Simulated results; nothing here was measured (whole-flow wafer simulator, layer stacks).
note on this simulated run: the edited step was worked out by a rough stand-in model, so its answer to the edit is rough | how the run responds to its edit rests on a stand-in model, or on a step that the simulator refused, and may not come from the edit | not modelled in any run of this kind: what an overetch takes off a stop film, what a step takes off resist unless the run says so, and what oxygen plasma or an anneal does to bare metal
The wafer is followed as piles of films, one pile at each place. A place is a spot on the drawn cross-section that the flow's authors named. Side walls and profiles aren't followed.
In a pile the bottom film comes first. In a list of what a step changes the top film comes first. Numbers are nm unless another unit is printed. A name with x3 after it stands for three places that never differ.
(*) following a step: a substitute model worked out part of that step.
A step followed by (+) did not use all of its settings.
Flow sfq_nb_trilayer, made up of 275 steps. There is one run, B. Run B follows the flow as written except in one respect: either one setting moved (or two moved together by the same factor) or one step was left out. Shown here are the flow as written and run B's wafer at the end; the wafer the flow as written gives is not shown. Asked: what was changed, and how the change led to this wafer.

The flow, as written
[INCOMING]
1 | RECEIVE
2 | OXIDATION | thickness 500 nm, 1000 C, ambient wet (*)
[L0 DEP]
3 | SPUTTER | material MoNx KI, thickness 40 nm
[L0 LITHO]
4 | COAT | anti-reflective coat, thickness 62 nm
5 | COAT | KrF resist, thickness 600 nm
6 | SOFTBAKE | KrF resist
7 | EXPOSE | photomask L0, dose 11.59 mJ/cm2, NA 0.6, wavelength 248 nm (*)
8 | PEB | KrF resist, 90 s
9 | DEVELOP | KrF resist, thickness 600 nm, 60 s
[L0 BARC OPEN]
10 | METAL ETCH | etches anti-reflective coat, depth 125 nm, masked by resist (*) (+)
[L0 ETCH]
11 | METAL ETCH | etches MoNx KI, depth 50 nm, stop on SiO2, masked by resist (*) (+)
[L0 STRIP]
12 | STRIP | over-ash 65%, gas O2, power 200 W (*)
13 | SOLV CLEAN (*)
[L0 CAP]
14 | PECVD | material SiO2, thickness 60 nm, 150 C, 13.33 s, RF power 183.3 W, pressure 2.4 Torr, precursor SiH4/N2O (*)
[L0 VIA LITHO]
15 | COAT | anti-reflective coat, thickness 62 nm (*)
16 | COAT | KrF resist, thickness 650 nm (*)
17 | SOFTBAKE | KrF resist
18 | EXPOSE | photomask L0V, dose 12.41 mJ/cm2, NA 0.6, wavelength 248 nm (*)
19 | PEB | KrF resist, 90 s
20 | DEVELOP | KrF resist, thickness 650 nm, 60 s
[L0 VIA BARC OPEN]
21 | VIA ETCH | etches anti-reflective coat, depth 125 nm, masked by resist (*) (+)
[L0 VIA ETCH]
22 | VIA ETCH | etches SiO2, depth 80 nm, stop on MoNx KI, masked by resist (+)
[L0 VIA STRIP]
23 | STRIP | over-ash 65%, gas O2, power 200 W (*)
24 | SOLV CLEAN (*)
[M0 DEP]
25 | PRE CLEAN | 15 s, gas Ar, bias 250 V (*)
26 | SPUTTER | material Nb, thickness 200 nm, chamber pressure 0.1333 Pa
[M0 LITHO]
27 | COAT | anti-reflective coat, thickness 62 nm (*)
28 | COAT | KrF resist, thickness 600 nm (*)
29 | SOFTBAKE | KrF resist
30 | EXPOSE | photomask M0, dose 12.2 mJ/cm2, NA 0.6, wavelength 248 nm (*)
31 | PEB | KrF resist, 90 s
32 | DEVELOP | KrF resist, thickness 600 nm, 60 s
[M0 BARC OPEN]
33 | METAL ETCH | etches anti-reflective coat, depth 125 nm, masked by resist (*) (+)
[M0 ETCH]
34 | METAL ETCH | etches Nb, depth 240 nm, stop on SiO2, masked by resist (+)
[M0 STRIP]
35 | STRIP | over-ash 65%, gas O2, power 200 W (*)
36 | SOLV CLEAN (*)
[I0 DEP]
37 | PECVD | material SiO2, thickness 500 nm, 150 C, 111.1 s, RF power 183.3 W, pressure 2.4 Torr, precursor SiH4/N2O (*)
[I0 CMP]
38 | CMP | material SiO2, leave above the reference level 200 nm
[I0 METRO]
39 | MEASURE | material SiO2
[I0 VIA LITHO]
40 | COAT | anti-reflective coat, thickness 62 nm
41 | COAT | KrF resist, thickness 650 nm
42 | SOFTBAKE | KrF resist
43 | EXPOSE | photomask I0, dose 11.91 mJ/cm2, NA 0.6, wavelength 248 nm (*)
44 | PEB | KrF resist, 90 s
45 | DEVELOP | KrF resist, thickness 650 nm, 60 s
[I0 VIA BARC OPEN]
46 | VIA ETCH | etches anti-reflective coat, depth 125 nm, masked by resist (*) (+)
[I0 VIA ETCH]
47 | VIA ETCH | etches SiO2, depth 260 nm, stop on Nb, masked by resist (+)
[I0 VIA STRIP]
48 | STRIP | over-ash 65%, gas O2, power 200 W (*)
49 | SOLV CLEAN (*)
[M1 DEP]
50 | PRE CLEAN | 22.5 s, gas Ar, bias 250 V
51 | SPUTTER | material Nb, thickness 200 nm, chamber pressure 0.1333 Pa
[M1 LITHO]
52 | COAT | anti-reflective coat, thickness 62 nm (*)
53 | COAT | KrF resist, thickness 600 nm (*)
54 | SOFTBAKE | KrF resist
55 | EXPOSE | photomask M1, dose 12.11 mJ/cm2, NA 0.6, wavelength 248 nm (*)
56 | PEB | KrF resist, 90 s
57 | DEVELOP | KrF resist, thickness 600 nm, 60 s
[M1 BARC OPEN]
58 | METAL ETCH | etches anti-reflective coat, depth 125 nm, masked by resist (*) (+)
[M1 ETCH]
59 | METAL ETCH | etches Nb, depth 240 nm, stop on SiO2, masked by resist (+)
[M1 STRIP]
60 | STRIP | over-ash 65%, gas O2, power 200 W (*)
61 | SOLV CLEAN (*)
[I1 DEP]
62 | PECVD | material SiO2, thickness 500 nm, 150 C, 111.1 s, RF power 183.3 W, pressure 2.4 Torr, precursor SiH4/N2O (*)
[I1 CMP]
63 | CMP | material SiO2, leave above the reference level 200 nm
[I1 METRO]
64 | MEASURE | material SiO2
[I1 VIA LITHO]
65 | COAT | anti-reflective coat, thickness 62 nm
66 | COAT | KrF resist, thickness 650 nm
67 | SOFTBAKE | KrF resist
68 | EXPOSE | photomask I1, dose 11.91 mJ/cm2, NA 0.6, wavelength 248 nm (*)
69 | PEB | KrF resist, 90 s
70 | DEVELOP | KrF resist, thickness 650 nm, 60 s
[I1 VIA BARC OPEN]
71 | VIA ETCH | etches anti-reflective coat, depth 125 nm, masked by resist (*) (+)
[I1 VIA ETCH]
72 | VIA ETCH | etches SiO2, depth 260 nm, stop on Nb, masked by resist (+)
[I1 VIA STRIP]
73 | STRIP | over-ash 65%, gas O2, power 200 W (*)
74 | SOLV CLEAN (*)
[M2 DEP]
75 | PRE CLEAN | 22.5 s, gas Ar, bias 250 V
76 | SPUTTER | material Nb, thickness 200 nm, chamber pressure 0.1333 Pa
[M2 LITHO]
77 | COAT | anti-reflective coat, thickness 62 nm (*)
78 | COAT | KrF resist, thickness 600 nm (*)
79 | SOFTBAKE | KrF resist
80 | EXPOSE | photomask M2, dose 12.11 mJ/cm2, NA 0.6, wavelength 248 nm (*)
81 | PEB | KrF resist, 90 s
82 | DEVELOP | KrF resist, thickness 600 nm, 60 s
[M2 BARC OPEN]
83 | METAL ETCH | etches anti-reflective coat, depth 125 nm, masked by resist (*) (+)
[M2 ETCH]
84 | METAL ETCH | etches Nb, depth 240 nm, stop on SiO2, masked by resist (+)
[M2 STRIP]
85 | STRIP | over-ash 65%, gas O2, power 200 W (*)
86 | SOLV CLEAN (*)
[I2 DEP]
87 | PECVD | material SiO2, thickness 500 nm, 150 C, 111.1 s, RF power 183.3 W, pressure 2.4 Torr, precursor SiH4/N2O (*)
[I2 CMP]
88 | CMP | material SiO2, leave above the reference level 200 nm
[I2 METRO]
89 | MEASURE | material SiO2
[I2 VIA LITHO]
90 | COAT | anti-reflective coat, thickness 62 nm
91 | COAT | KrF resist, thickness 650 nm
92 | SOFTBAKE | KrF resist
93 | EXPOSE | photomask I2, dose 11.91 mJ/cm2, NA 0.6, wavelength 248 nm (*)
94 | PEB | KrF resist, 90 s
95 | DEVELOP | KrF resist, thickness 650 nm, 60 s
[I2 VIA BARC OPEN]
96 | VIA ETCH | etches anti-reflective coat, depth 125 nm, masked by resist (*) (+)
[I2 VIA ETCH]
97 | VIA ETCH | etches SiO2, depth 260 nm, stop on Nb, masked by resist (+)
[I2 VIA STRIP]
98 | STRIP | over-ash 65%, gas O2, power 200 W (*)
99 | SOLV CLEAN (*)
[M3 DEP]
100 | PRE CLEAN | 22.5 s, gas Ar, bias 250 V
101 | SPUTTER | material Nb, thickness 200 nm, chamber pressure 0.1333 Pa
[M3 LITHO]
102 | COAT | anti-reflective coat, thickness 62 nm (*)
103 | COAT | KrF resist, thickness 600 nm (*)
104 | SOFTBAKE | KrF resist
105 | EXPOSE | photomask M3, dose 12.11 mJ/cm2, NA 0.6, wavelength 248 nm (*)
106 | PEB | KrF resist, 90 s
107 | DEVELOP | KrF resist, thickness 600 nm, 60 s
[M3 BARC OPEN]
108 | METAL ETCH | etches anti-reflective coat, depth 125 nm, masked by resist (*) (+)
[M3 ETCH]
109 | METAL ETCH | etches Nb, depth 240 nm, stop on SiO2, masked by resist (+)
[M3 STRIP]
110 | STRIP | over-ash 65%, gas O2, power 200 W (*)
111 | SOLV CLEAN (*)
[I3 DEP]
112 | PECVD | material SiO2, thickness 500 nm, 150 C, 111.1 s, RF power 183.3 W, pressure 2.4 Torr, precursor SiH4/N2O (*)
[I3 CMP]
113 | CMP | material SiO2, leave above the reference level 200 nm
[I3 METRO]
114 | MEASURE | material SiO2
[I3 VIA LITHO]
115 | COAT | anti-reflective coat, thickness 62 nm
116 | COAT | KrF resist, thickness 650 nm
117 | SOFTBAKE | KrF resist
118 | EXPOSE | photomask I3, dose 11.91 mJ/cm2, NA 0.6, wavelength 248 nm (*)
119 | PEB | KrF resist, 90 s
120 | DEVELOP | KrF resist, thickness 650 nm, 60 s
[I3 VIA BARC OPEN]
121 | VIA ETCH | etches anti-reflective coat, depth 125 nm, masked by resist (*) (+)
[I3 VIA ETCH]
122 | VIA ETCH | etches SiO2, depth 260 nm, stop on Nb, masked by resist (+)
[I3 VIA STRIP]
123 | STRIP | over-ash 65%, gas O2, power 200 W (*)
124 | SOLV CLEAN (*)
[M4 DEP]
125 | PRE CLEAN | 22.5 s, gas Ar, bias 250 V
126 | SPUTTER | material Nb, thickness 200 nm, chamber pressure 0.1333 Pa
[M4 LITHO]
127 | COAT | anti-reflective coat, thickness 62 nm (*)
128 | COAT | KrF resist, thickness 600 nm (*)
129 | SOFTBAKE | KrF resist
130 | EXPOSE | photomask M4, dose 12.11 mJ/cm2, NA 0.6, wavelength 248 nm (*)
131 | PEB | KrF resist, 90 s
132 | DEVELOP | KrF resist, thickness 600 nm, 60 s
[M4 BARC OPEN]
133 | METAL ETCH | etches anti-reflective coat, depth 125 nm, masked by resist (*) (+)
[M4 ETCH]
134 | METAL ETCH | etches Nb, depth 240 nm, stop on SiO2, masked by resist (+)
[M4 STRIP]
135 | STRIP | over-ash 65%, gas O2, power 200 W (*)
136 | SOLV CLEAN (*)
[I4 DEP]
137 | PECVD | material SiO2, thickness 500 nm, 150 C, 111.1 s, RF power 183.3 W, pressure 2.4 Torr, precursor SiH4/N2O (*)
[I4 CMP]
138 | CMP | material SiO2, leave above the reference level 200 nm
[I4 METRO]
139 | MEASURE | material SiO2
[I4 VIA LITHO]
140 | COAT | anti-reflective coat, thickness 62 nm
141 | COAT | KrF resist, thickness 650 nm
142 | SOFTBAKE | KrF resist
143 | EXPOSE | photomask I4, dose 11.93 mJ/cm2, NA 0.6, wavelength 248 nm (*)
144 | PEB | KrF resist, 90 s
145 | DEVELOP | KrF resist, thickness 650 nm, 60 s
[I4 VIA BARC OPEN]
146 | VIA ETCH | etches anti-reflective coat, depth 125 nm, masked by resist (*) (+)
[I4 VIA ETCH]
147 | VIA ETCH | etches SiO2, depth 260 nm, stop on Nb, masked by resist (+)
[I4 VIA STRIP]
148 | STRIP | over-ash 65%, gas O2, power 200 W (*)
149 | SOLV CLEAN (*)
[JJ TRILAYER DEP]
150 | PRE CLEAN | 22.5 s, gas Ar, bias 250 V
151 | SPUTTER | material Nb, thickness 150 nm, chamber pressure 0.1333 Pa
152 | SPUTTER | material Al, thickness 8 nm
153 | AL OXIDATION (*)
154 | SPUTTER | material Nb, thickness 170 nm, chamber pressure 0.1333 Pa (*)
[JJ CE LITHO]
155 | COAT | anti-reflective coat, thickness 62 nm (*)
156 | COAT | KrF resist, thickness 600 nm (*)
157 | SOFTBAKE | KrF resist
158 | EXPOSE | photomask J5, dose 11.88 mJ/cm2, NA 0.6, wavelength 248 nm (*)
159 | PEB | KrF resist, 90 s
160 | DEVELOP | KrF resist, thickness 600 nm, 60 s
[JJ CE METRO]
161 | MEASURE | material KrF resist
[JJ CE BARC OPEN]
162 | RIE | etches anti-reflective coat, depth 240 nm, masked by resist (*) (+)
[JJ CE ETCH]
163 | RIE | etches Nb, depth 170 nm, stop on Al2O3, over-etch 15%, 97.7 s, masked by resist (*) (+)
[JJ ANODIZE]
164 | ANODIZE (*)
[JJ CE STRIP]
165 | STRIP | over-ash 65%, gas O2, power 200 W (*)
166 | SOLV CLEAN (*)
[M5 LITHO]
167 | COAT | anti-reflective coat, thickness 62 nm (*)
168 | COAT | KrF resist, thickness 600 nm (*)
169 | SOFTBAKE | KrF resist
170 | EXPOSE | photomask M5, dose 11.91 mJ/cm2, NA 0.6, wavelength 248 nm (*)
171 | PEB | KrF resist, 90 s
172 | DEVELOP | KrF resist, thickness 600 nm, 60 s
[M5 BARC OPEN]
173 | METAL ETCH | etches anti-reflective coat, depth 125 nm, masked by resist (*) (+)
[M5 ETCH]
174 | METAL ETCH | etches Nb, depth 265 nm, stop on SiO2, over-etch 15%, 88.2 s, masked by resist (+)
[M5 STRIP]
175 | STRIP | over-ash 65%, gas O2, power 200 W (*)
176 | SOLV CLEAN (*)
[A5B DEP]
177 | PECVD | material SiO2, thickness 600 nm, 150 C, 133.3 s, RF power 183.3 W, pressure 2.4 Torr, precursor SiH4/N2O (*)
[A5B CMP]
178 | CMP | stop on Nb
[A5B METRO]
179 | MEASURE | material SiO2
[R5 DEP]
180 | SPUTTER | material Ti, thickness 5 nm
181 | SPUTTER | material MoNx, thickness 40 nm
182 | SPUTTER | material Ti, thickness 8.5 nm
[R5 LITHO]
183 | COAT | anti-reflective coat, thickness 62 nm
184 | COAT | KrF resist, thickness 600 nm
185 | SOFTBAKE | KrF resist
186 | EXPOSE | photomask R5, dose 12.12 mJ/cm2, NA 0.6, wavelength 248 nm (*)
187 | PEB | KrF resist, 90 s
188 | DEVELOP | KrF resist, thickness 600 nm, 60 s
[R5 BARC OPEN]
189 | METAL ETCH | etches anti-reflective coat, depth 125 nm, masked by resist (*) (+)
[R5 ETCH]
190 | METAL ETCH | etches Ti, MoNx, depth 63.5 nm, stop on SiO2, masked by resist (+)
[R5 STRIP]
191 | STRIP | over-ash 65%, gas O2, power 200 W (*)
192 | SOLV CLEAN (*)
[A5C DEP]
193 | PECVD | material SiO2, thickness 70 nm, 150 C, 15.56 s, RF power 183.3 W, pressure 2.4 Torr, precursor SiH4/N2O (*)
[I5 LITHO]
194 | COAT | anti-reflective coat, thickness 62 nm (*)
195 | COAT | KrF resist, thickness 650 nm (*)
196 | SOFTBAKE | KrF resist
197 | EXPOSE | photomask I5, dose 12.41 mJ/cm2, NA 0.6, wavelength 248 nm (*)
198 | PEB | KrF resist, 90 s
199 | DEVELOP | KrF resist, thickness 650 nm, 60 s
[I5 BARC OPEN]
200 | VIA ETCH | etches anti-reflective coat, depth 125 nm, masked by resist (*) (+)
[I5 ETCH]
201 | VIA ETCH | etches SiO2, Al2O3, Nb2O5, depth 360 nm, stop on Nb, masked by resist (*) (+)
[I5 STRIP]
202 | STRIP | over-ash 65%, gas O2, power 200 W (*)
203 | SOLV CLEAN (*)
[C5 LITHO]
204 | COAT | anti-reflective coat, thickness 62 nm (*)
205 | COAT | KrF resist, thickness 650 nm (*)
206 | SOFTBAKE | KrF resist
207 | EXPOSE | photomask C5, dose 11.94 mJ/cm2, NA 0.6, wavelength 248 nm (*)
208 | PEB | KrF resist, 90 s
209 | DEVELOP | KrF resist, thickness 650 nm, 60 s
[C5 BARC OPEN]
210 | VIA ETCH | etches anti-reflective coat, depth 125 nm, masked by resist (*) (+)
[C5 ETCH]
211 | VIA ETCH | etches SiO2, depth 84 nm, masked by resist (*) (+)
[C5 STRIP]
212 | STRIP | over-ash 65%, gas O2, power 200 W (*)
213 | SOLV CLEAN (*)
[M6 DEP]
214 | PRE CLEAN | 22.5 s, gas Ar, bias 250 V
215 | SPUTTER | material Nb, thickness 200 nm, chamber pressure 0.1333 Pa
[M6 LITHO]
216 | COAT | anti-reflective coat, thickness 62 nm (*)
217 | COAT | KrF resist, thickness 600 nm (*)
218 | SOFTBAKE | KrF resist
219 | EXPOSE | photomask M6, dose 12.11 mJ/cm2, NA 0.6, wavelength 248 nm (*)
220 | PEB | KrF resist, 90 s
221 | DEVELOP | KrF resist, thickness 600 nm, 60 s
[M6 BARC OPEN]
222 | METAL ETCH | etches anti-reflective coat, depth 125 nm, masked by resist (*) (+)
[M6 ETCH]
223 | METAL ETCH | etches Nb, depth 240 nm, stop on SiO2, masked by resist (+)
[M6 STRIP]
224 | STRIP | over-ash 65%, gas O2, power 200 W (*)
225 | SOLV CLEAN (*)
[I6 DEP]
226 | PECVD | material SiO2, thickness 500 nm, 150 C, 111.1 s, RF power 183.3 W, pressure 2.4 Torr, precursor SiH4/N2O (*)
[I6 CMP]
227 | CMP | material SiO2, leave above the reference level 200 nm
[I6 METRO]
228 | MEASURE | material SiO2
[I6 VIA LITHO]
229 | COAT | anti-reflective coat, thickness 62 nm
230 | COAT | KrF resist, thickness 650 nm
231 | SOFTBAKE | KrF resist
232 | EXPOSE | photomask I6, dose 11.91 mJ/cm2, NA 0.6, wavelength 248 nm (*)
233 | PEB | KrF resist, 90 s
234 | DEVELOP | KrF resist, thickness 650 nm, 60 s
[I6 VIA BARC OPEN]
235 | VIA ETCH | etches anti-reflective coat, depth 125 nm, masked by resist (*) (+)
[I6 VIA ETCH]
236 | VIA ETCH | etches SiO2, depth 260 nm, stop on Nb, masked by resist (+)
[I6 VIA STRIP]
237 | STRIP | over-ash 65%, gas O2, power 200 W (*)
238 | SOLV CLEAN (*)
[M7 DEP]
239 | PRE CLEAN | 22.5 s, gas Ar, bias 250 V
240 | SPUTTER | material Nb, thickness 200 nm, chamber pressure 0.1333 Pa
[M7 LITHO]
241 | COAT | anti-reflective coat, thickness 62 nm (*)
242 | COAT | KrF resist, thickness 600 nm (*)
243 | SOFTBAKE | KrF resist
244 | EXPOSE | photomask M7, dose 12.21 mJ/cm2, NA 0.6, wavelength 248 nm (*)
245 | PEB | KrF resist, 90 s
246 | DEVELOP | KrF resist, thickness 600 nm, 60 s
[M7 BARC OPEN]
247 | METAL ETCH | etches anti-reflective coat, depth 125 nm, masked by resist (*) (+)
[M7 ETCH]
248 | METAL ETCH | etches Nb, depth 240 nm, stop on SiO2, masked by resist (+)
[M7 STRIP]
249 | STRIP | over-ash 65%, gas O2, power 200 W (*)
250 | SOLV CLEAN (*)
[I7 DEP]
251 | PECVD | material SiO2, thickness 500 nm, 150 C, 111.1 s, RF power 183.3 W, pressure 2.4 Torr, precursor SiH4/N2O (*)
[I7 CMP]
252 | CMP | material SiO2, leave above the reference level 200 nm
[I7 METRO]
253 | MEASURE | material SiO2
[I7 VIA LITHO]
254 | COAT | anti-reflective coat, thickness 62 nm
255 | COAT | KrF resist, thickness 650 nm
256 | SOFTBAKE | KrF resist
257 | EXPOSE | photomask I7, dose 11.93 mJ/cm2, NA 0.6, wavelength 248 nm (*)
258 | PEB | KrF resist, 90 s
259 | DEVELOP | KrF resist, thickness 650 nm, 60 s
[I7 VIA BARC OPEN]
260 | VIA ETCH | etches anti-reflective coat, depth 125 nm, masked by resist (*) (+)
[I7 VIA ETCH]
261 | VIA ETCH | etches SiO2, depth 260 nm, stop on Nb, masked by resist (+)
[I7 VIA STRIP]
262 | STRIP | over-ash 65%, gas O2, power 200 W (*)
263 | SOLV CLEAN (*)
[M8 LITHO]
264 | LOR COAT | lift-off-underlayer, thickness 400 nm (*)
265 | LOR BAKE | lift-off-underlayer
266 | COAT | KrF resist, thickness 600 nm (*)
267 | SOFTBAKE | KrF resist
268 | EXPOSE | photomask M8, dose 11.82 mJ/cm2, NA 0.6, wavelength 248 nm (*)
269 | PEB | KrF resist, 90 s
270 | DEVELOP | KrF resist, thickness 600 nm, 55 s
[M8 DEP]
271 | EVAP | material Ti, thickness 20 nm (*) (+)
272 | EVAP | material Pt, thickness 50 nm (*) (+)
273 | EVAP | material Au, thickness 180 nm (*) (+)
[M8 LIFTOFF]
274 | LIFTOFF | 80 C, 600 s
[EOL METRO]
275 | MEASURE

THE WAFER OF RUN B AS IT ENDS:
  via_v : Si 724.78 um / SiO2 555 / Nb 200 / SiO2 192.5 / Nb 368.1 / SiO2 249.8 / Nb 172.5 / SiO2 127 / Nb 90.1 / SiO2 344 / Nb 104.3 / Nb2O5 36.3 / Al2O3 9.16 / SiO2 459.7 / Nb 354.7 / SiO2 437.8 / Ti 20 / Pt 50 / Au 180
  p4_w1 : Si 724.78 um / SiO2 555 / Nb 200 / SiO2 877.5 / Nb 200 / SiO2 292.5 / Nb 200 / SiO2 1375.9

What caused this: step 87, PECVD: thickness 300 nm was run, though the flow has thickness 500 nm; step 87, PECVD: 66.67 s was run, where the flow has 111.1 s.

The path from the change to this, step by step:
  87 | PECVD | material SiO2, thickness 500 nm, 150 C, 111.1 s, RF power 183.3 W, pressure 2.4 Torr, precursor SiH4/N2O (*)
      field_l, be, be_sur and 81 more: +300 SiO2 (in the flow as written it would be: +500 SiO2)
      v_sur, via_wl, via_w and 18 more: +300 SiO2 (new film) (in the flow as written it would be: +500 SiO2 (new film))
      (as well as at 1 more place)
  88 | CMP | material SiO2, leave above the reference level 200 nm
      field_l, be, be_sur and 81 more: nothing (in the flow as written it would be: -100 SiO2)
      via_v: nothing (in the flow as written it would be: -181.6 SiO2)
      (as well as at 21 more places)
  90 | COAT | anti-reflective coat, thickness 62 nm
      gap, m0r_line_l, m0r_line_r, m6r_line_l x2, m7r_line_l x2: +63.5 anti-reflective coat (new film) (in the flow as written it would be: +62 anti-reflective coat (new film))
      m0r_space_l, m0r_space_r, m6r_space_l x2, m7r_space_l x2: +75.6 anti-reflective coat (new film) (in the flow as written it would be: +62 anti-reflective coat (new film))
      (as well as at 62 more places)
  91 | COAT | KrF resist, thickness 650 nm
      m0r_line_l, m0r_line_r, r5r_line_r, m6r_line_l x2, m7r_line_l x2: +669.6 KrF resist (new film) (in the flow as written it would be: +650 KrF resist (new film))
      m5r_linepad_l, m5r_linepad_r: +627.6 KrF resist (new film) (in the flow as written it would be: +650 KrF resist (new film))
      (as well as at 31 more places)
  95 | DEVELOP | KrF resist, thickness 650 nm, 60 s
      via_w: -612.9 KrF resist (all of it) (in the flow as written it would be: -648.6 KrF resist (all of it))
  96 | VIA ETCH | etches anti-reflective coat, depth 125 nm, masked by resist (*) (+)
      field_l, v_sur, via_wl and 102 more: -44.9 KrF resist (in the flow as written it would be: -51.7 KrF resist)
      via_w: -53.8 anti-reflective coat (all of it), -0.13 SiO2 (in the flow as written it would be: -62 anti-reflective coat (all of it), -0.16 SiO2)
  98 | STRIP | over-ash 65%, gas O2, power 200 W (*)
      m0r_line_l, m0r_line_r, m6r_line_l x2, m7r_line_l x2: -555 KrF resist (all of it), -63.5 anti-reflective coat (all of it) (in the flow as written it would be: -528.6 KrF resist (all of it), -62 anti-reflective coat (all of it))
      m0r_space_l, m0r_space_r, m6r_space_l x2, m7r_space_l x2: -547.3 KrF resist (all of it), -75.6 anti-reflective coat (all of it) (in the flow as written it would be: -528.6 KrF resist (all of it), -62 anti-reflective coat (all of it))
      (as well as at 82 more places)
  101 | SPUTTER | material Nb, thickness 200 nm, chamber pressure 0.1333 Pa
      via_v: +172.5 Nb (new film) (in the flow as written it would be: +200 Nb (new film))
  102 | COAT | anti-reflective coat, thickness 62 nm (*)
      l0r_line_r, m0r_line_l, m0r_line_r, m6r_line_l x2, m7r_line_l x2: +63.6 anti-reflective coat (new film) (in the flow as written it would be: +62 anti-reflective coat (new film))
      m0r_space_l, m0r_space_r, m6r_space_l x2, m7r_space_l x2: +73.2 anti-reflective coat (new film) (in the flow as written it would be: +62 anti-reflective coat (new film))
      (as well as at 58 more places)
  103 | COAT | KrF resist, thickness 600 nm (*)
      m0r_line_l, m0r_line_r, m6r_line_l x2, m7r_line_l x2: +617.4 KrF resist (new film) (in the flow as written it would be: +600 KrF resist (new film))
      m0r_space_l, m0r_space_r, m6r_space_l x2, m7r_space_l x2: +612.3 KrF resist (new film) (in the flow as written it would be: +600 KrF resist (new film))
      (as well as at 33 more places)
  107 | DEVELOP | KrF resist, thickness 600 nm, 60 s
      m0r_line_l, m0r_line_r, m6r_line_l x2, m7r_line_l x2: -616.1 KrF resist (all of it) (in the flow as written it would be: -598.7 KrF resist (all of it))
      m0r_space_l, m0r_space_r, m6r_space_l x2, m7r_space_l x2: -611.1 KrF resist (all of it) (in the flow as written it would be: -598.7 KrF resist (all of it))
      (as well as at 18 more places)
  108 | METAL ETCH | etches anti-reflective coat, depth 125 nm, masked by resist (*) (+)
      v_sur, via_wl, via_w and 28 more: -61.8 KrF resist (in the flow as written it would be: -51.7 KrF resist)
      l0r_line_r, m0r_line_l, m0r_line_r, m6r_line_l x2, m7r_line_l x2: -63.6 anti-reflective coat (all of it) (in the flow as written it would be: -62 anti-reflective coat (all of it))
      (as well as at 41 more places)
  110 | STRIP | over-ash 65%, gas O2, power 200 W (*)
      wl_a_sr, wl_b_sl: -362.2 KrF resist (all of it), -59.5 anti-reflective coat (all of it) (in the flow as written it would be: -382.4 KrF resist (all of it), -62 anti-reflective coat (all of it))
      v_sur: -315.6 KrF resist (all of it), -44.7 anti-reflective coat (all of it) (in the flow as written it would be: -365.3 KrF resist (all of it), -61.1 anti-reflective coat (all of it))
      (as well as at 22 more places)
  112 | PECVD | material SiO2, thickness 500 nm, 150 C, 111.1 s, RF power 183.3 W, pressure 2.4 Torr, precursor SiH4/N2O (*)
      via_v: +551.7 SiO2 (new film) (in the flow as written it would be: +500 SiO2 (new film))
  113 | CMP | material SiO2, leave above the reference level 200 nm
      field_l, be, be_sur and 64 more: nothing (in the flow as written it would be: -100 SiO2)
      p4_w1, p4_w2, p4_w3 and 6 more: -200 SiO2 (in the flow as written it would be: -300 SiO2)
      (as well as at 9 more places)
  122 | VIA ETCH | etches SiO2, depth 260 nm, stop on Nb, masked by resist (+)
      via_v: -260 SiO2 (in the flow as written it would be: -199.8 SiO2 (all of it))
  ... another 24 steps ...
  178 | CMP | stop on Nb
      via_v: -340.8 SiO2 (in the flow as written it would be: -453.5 SiO2)
With metal films that touch counted as one body, via_v has 7 bodies (between them, from the top down: SiO2 437.8; SiO2 459.7 / Al2O3 9.16 / Nb2O5 36.3; SiO2 344; SiO2 127; SiO2 249.8; SiO2 192.5); the flow as written gives 6 bodies (between them, from the top down: SiO2 437.8; SiO2 209 / Al2O3 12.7 / Nb2O5 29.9; SiO2 425.9; SiO2 416.9; SiO2 192.5).
